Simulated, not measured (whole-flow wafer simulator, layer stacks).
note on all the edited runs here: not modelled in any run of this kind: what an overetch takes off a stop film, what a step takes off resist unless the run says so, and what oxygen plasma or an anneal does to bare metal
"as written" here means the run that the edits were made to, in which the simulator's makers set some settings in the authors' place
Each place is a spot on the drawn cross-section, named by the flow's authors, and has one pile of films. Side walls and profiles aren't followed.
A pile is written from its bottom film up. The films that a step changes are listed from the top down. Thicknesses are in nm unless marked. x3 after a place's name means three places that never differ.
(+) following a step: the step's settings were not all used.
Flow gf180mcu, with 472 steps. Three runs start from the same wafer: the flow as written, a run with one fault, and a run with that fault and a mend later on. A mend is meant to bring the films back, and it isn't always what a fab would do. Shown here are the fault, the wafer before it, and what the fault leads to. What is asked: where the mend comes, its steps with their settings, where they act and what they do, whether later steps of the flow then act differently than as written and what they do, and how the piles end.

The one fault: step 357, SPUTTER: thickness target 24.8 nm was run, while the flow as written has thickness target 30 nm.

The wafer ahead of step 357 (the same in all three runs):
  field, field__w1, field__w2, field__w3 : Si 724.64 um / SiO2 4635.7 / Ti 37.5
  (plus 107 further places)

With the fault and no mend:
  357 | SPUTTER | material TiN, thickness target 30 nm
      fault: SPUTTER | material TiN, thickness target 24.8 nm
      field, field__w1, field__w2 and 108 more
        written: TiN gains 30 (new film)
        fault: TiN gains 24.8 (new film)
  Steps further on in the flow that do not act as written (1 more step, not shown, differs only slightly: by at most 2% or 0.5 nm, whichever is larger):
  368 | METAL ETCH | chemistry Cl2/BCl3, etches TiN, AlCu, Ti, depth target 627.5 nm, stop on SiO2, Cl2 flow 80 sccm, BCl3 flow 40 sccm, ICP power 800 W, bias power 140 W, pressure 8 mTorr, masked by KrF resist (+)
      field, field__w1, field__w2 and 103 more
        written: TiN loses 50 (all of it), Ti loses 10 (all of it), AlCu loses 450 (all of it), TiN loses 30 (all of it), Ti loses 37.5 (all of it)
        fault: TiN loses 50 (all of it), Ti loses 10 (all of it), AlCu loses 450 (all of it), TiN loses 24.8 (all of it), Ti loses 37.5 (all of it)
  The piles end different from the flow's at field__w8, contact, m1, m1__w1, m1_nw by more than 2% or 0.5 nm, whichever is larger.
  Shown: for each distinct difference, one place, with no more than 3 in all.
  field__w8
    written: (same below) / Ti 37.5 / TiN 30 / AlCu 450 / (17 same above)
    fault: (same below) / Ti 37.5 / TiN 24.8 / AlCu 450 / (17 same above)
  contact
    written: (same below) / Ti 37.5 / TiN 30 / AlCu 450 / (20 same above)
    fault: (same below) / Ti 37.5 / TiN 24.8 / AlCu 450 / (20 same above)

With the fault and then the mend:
  After step 357 comes the mend.
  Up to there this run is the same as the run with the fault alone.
  357a | SPUTTER | material TiN, thickness target 5.2 nm (a further turn of the flow's step 357, with different settings)
      field, field__w1, field__w2 and 108 more
        TiN gains 5.2
  Later steps of the flow that are run all act as written at every place that is followed.
  At every place that both follow, the piles at the end match the flow's.
